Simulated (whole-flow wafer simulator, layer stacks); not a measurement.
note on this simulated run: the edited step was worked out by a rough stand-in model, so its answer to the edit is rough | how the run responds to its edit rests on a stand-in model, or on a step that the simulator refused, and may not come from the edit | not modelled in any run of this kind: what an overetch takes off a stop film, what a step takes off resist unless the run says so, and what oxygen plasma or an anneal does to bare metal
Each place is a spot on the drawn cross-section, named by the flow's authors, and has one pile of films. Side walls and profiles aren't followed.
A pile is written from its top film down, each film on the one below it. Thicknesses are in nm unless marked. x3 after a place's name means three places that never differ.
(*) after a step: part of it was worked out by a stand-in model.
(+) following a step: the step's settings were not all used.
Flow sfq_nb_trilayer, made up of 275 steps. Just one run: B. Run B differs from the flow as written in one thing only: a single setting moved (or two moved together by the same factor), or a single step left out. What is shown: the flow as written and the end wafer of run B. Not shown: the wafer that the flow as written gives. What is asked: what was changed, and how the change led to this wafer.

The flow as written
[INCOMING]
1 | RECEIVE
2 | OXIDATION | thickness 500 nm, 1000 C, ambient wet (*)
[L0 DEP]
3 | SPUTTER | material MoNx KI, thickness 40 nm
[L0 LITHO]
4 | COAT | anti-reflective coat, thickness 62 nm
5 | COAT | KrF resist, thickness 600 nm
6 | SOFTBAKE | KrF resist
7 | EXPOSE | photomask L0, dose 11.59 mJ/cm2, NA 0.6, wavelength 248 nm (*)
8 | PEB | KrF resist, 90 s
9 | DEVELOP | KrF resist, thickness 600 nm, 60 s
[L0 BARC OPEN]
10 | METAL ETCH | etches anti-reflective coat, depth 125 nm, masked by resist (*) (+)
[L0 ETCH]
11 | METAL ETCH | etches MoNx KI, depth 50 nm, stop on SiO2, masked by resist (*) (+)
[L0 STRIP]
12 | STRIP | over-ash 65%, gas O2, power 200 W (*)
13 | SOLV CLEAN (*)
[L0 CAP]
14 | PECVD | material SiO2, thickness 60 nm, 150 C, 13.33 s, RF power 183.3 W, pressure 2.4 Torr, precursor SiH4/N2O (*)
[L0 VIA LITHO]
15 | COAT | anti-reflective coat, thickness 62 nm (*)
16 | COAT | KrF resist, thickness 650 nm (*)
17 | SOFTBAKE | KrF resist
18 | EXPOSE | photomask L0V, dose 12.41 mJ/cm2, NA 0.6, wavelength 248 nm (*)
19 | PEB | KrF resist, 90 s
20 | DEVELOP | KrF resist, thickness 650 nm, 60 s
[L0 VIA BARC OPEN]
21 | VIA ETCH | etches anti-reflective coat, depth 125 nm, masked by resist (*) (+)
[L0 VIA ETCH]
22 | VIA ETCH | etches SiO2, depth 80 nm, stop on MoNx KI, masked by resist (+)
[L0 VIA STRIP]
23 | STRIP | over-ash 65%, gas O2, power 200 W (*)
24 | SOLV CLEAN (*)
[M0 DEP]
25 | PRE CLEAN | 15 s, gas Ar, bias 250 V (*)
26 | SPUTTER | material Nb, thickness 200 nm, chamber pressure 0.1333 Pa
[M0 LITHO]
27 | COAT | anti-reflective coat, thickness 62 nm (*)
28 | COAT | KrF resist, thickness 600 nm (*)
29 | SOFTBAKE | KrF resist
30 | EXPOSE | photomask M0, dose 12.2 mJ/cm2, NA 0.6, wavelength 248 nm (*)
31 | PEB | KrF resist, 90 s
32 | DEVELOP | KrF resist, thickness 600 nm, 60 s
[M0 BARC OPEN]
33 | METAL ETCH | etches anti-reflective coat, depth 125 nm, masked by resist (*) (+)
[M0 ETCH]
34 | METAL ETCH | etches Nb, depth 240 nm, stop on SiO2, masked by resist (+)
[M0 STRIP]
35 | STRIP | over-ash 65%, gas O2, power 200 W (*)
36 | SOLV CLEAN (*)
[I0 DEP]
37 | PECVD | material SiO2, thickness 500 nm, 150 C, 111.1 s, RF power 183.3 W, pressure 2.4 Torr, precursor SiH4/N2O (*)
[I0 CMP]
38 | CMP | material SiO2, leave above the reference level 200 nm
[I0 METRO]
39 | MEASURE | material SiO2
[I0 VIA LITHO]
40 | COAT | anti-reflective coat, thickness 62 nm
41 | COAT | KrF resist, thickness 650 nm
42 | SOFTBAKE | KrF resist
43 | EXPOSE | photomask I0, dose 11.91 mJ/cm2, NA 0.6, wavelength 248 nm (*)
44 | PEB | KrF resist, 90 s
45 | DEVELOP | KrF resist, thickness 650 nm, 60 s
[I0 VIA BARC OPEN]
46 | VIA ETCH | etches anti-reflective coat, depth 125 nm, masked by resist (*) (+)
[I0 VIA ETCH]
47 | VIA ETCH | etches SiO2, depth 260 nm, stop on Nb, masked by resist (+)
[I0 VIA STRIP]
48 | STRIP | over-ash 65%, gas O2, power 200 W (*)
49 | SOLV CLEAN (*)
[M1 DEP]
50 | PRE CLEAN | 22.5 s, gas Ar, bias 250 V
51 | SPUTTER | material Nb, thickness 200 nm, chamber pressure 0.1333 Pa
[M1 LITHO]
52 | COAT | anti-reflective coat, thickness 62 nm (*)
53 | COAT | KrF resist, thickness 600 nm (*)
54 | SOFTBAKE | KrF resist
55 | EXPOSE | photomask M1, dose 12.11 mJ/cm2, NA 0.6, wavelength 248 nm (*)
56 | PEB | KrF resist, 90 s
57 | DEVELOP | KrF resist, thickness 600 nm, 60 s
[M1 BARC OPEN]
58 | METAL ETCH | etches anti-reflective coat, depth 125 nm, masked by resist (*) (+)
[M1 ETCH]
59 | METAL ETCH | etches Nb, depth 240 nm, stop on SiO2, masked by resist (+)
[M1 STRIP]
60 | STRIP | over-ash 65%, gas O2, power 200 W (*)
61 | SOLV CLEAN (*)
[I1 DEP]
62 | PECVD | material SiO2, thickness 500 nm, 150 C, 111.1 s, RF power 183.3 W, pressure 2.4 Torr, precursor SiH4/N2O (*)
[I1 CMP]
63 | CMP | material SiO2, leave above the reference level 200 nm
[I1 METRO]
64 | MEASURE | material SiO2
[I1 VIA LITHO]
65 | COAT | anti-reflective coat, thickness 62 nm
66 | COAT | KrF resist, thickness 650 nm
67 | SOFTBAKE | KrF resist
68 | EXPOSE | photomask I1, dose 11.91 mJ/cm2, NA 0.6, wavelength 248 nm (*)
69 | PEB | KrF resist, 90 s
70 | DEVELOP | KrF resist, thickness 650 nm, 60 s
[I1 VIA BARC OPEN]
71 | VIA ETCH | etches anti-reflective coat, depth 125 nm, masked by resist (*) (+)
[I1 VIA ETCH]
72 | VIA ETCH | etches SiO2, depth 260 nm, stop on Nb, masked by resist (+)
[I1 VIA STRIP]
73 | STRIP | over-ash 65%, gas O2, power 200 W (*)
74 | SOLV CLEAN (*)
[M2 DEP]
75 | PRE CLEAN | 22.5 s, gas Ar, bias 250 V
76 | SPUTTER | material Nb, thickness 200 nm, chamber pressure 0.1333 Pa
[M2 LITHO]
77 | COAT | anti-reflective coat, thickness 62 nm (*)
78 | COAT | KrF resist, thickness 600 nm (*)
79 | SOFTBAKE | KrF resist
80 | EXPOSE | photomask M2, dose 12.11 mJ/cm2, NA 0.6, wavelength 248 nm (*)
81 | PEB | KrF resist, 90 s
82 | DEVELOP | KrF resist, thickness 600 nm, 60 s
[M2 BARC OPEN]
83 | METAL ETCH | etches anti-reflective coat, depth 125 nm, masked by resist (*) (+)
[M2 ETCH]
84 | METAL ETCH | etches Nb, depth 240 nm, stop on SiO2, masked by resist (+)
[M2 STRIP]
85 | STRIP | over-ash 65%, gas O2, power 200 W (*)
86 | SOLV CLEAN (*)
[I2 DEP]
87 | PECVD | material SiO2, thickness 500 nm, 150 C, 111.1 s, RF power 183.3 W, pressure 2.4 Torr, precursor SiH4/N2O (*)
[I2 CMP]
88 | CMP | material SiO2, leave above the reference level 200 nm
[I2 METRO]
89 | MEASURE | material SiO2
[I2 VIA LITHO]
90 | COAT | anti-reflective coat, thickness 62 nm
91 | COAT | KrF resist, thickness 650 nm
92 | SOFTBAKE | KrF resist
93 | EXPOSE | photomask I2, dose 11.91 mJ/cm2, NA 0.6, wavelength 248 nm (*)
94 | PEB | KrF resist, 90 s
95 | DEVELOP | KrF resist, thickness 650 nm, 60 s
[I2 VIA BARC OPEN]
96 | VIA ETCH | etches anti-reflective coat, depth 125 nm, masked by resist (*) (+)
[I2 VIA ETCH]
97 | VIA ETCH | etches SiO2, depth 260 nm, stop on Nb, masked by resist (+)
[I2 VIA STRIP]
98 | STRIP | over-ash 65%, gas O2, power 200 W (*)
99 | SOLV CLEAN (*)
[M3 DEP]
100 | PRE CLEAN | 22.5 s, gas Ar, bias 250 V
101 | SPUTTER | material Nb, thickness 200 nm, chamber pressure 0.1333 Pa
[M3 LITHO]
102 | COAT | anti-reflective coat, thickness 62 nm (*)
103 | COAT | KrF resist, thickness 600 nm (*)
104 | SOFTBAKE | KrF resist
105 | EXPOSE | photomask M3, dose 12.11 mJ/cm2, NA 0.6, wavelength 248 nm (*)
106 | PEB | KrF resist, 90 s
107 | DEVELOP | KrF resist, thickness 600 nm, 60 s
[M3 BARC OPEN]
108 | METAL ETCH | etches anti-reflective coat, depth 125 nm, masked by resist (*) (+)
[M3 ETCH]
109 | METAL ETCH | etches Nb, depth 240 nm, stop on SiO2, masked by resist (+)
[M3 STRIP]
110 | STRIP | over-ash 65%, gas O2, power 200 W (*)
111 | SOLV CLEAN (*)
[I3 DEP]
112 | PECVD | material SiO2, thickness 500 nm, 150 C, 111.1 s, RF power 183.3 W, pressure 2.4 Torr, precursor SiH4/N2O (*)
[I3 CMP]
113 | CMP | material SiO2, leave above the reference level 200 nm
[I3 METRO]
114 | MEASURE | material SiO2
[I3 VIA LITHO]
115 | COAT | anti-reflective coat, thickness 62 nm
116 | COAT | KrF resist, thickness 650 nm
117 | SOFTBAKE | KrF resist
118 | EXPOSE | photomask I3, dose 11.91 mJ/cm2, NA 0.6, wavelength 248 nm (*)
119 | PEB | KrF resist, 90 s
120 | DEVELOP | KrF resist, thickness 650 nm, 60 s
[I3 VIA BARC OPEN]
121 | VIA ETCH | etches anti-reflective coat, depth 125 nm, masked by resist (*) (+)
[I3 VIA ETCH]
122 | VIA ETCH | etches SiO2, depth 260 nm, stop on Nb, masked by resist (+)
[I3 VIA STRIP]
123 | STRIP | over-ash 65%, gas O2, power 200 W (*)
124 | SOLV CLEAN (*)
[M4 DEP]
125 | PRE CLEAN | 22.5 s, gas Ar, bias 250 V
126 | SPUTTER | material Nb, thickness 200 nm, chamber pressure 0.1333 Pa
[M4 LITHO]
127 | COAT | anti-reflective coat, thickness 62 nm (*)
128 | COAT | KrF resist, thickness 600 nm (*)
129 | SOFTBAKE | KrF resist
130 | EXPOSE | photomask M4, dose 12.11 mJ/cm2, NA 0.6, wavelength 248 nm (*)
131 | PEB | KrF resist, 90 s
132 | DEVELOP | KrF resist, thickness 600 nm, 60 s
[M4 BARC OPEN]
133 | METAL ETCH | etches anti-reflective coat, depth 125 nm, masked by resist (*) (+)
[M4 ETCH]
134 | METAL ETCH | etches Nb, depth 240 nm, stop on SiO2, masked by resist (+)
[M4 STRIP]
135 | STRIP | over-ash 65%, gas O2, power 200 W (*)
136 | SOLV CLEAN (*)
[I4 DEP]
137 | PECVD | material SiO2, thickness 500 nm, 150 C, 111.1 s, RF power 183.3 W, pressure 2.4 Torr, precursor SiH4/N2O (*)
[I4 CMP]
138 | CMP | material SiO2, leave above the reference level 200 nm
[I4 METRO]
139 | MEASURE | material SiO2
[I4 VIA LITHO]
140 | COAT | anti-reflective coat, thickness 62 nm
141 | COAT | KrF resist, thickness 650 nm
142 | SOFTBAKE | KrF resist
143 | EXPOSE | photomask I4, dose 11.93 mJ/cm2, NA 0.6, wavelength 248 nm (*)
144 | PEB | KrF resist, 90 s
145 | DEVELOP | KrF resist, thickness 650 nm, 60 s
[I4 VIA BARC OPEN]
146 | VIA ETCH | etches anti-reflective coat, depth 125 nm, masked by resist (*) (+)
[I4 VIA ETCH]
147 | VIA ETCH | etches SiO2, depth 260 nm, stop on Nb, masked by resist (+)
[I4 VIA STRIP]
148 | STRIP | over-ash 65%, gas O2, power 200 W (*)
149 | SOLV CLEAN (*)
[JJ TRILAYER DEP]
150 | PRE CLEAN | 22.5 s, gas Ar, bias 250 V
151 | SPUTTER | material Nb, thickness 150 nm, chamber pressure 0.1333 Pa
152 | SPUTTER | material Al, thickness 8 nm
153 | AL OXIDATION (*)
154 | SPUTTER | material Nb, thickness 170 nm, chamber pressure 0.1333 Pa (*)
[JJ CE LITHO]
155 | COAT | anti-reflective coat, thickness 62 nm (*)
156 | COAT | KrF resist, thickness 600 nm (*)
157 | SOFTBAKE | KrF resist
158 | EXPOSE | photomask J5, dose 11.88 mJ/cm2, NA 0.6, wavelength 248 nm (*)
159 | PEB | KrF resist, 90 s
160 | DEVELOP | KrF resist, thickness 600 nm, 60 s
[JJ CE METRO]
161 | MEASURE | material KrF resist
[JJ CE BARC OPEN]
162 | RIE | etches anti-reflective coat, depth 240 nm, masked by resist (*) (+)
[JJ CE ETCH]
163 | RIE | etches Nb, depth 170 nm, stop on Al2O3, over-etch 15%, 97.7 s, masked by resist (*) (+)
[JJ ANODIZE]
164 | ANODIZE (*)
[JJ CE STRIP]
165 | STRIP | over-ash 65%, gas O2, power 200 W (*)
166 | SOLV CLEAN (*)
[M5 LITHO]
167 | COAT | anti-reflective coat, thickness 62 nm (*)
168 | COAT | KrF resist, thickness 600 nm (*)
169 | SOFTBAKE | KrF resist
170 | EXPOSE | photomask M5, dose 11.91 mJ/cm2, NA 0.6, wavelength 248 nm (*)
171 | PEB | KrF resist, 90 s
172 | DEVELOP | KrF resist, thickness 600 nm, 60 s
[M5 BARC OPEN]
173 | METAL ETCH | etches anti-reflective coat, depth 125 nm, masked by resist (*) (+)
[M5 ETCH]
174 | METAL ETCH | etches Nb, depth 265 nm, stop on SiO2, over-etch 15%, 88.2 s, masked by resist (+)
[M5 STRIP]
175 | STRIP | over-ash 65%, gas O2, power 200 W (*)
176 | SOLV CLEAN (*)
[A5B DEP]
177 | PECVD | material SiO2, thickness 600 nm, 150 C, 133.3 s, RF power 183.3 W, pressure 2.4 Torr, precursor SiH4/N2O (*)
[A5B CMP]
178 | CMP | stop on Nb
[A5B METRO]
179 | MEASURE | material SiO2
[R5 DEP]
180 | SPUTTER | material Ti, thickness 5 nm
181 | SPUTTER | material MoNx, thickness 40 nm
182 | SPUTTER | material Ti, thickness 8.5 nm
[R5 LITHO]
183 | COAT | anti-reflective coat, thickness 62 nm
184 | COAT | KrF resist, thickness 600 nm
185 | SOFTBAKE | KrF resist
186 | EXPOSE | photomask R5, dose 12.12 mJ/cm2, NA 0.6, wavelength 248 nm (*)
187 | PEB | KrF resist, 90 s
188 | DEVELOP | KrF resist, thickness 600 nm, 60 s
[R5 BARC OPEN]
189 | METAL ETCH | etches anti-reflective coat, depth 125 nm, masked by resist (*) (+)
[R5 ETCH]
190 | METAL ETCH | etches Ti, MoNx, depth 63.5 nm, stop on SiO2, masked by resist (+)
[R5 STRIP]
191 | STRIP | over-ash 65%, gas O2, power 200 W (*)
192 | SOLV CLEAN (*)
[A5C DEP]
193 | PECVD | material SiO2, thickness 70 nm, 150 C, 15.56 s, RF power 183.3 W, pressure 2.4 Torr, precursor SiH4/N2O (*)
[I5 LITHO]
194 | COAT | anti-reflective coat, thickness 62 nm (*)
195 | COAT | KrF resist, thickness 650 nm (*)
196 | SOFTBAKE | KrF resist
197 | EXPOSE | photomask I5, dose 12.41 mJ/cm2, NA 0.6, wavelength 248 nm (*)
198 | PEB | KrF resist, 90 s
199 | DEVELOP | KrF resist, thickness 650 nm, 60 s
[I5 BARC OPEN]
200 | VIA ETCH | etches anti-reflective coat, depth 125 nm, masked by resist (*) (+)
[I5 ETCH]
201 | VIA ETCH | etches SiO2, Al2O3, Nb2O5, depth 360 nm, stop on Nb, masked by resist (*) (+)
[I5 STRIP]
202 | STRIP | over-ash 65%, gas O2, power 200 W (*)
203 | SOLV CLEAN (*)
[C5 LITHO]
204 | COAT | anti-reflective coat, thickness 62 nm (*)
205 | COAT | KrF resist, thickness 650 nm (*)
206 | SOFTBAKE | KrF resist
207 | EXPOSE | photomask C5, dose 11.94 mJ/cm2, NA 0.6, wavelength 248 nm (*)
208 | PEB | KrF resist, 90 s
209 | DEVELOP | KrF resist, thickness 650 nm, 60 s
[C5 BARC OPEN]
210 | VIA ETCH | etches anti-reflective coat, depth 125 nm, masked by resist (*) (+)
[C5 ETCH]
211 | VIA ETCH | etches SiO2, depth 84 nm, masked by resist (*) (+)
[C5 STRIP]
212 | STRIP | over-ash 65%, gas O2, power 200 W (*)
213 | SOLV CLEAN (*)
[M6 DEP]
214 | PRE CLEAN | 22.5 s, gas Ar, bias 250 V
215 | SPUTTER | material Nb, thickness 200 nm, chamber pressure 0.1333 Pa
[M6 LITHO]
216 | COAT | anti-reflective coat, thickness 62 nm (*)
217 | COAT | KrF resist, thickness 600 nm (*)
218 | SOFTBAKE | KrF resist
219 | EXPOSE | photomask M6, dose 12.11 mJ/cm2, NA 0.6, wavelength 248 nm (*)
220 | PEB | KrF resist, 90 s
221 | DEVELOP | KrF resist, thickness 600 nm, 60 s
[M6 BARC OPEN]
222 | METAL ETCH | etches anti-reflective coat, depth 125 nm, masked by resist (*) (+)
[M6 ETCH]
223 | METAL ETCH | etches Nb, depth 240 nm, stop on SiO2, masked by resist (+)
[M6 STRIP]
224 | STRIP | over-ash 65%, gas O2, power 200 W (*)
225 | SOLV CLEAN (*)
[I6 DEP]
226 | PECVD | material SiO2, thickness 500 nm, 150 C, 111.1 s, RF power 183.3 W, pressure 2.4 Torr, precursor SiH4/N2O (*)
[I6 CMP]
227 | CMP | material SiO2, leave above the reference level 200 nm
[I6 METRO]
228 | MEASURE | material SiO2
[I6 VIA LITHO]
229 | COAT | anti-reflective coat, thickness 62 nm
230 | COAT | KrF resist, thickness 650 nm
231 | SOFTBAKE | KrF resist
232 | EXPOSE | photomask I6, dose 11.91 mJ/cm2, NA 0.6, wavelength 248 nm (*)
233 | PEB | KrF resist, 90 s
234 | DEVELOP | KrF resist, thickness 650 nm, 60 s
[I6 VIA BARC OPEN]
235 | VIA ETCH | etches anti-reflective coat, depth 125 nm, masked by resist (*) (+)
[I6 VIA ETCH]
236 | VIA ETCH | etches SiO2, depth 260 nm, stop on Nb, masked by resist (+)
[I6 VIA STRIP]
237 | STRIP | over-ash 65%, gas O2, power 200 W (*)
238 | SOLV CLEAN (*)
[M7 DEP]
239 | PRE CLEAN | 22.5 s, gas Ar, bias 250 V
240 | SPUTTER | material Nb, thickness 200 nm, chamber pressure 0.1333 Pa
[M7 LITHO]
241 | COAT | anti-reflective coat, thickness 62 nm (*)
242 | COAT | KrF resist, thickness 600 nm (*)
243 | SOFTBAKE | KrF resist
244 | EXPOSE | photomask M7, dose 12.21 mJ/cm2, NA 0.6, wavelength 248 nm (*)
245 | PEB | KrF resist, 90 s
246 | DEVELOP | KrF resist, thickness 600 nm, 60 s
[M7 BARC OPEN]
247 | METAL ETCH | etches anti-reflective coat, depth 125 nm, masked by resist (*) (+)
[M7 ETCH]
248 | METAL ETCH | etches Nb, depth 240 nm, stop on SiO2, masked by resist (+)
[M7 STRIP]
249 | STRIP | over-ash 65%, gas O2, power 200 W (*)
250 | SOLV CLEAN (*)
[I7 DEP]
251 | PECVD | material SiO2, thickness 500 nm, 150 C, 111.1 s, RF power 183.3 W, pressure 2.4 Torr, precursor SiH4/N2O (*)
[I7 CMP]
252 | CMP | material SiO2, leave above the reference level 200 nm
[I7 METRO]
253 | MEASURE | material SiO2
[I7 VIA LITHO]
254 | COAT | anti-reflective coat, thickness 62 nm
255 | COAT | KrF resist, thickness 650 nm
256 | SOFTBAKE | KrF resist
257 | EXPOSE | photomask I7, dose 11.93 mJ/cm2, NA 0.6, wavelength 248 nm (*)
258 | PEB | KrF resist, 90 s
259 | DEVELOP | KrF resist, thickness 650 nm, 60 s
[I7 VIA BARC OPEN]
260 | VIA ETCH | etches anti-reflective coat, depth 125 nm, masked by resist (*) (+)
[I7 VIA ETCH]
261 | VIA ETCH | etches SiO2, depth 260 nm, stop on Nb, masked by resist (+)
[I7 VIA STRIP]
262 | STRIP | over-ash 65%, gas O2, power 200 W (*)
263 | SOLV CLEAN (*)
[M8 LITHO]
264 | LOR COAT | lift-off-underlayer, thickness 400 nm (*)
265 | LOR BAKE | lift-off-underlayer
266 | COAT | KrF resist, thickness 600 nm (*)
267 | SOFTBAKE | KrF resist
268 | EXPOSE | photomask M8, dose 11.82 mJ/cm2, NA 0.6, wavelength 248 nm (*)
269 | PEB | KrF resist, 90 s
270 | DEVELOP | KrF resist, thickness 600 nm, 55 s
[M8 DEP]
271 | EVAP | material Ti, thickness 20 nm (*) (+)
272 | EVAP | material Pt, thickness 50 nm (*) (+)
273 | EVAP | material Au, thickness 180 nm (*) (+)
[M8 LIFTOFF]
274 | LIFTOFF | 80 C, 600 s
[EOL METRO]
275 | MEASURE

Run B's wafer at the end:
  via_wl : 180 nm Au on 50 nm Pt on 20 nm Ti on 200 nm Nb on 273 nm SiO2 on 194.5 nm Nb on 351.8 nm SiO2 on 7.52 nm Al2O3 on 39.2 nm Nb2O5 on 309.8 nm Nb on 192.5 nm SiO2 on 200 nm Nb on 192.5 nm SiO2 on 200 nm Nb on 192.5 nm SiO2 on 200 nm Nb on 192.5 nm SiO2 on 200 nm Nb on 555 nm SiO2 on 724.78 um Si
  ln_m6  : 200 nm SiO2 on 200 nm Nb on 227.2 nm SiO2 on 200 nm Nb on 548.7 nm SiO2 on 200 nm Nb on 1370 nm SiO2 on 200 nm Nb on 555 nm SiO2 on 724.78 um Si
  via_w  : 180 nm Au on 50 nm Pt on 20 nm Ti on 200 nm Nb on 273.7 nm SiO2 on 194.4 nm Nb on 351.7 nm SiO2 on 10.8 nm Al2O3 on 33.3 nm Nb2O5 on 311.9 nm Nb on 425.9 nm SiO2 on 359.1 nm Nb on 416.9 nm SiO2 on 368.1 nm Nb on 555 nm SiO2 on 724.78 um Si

What caused this: step 177, PECVD: thickness 306 nm was run, whereas the flow has thickness 600 nm; step 177, PECVD: 68 s was run, where the flow has 133.3 s.

The path from the change to this, step by step:
  177 | PECVD | material SiO2, thickness 600 nm, 150 C, 133.3 s, RF power 183.3 W, pressure 2.4 Torr, precursor SiH4/N2O (*)
      v_sur, via_sp, via_v and 47 more: +306 SiO2 (new film) (as written it would have been: +600 SiO2 (new film))
      field_l, p4_fl, p4_fm and 39 more: +306 SiO2 (as written it would have been: +600 SiO2)
      (as well as at 14 more places)
  178 | CMP | stop on Nb
      field_l, p4_fl, p4_fm and 39 more: nothing (as written it would have been: -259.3 SiO2)
      r_sur, res, r_end, moat, field_r, lsp_l: nothing (as written it would have been: -252.3 SiO2)
      (as well as at 58 more places)
  180 | SPUTTER | material Ti, thickness 5 nm
      via_wl, via_wr: +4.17 Ti (new film) (as written it would have been: +5 Ti (new film))
  181 | SPUTTER | material MoNx, thickness 40 nm
      via_wl, via_wr: +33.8 MoNx (new film) (as written it would have been: +40 MoNx (new film))
      r_sur: +38.6 MoNx (new film) (as written it would have been: +40 MoNx (new film))
  182 | SPUTTER | material Ti, thickness 8.5 nm
      via_wl, via_wr: +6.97 Ti (new film) (as written it would have been: +8.5 Ti (new film))
  183 | COAT | anti-reflective coat, thickness 62 nm
      be, be_sur, gap, jj_sur, ce_l: +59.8 anti-reflective coat (new film) (as written it would have been: +62 anti-reflective coat (new film))
      wire, c5j, wl_j_sl, wl_jj: +59.7 anti-reflective coat (new film) (as written it would have been: +62 anti-reflective coat (new film))
      (as well as at 37 more places)
  184 | COAT | KrF resist, thickness 600 nm
      v_sur: +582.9 KrF resist (new film) (as written it would have been: +600 KrF resist (new film))
      via_w: +628.8 KrF resist (new film) (as written it would have been: +600 KrF resist (new film))
      (as well as at 6 more places)
  188 | DEVELOP | KrF resist, thickness 600 nm, 60 s
      v_sur: -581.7 KrF resist (all of it) (as written it would have been: -598.7 KrF resist (all of it))
      via_w: -627.5 KrF resist (all of it) (as written it would have been: -598.7 KrF resist (all of it))
      (as well as at 6 more places)
  189 | METAL ETCH | etches anti-reflective coat, depth 125 nm, masked by resist (*) (+)
      be_r, r_sur, res, r_end, r5r_line_l, r5r_line_c, r5r_line_r: -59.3 KrF resist (as written it would have been: -51.7 KrF resist)
      be, be_sur, gap, jj_sur, ce_l: -59.8 anti-reflective coat (all of it) (as written it would have been: -62 anti-reflective coat (all of it))
      (as well as at 37 more places)
  190 | METAL ETCH | etches Ti, MoNx, depth 63.5 nm, stop on SiO2, masked by resist (+)
      via_wl, via_wr: -6.97 Ti (all of it), -33.8 MoNx (all of it), -4.17 Ti (all of it) (as written it would have been: -8.5 Ti (all of it), -40 MoNx (all of it), -5 Ti (all of it))
  191 | STRIP | over-ash 65%, gas O2, power 200 W (*)
      be_r: -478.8 KrF resist (all of it), -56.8 anti-reflective coat (all of it) (as written it would have been: -498.2 KrF resist (all of it), -62 anti-reflective coat (all of it))
      r_sur: -494.9 KrF resist (all of it), -74.6 anti-reflective coat (all of it) (as written it would have been: -498.2 KrF resist (all of it), -62 anti-reflective coat (all of it))
      (as well as at 2 more places)
  194 | COAT | anti-reflective coat, thickness 62 nm (*)
      wl_b_sr, wl_e_sr: +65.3 anti-reflective coat (new film) (as written it would have been: +62 anti-reflective coat (new film))
      m5r_space_l, m5r_space_r: +69.9 anti-reflective coat (new film) (as written it would have been: +62 anti-reflective coat (new film))
      (as well as at 43 more places)
  195 | COAT | KrF resist, thickness 650 nm (*)
      v_sur: +633 KrF resist (new film) (as written it would have been: +650.6 KrF resist (new film))
      via_w: +678.1 KrF resist (new film) (as written it would have been: +650.6 KrF resist (new film))
      (as well as at 5 more places)
  200 | VIA ETCH | etches anti-reflective coat, depth 125 nm, masked by resist (*) (+)
      field_l, v_sur, via_wl and 102 more: -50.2 KrF resist (as written it would have been: -52 KrF resist)
      be: -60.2 anti-reflective coat (all of it), -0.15 SiO2 (as written it would have been: -62.4 anti-reflective coat (all of it), -0.16 SiO2)
  202 | STRIP | over-ash 65%, gas O2, power 200 W (*)
      wl_b_sr, wl_e_sr: -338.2 KrF resist (all of it), -65.3 anti-reflective coat (all of it) (as written it would have been: -333 KrF resist (all of it), -62 anti-reflective coat (all of it))
      m5r_space_l, m5r_space_r: -343.2 KrF resist (all of it), -69.9 anti-reflective coat (all of it) (as written it would have been: -333.1 KrF resist (all of it), -62 anti-reflective coat (all of it))
      (as well as at 44 more places)
  204 | COAT | anti-reflective coat, thickness 62 nm (*)
      wl_b_sr, wl_e_sr: +65.3 anti-reflective coat (new film) (as written it would have been: +62 anti-reflective coat (new film))
      m5r_space_l, m5r_space_r: +69.9 anti-reflective coat (new film) (as written it would have been: +62 anti-reflective coat (new film))
      (as well as at 42 more places)
  ... 9 further steps ...
  227 | CMP | material SiO2, leave above the reference level 200 nm
      field_l, p4_fl, p4_fm and 35 more: -65.3 SiO2 (as written it would have been: -100 SiO2)
      ln_m6, wl_a_m6, wl_c_m6, wl_f_m6: -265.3 SiO2 (as written it would have been: -300 SiO2)
      (as well as at 14 more places)
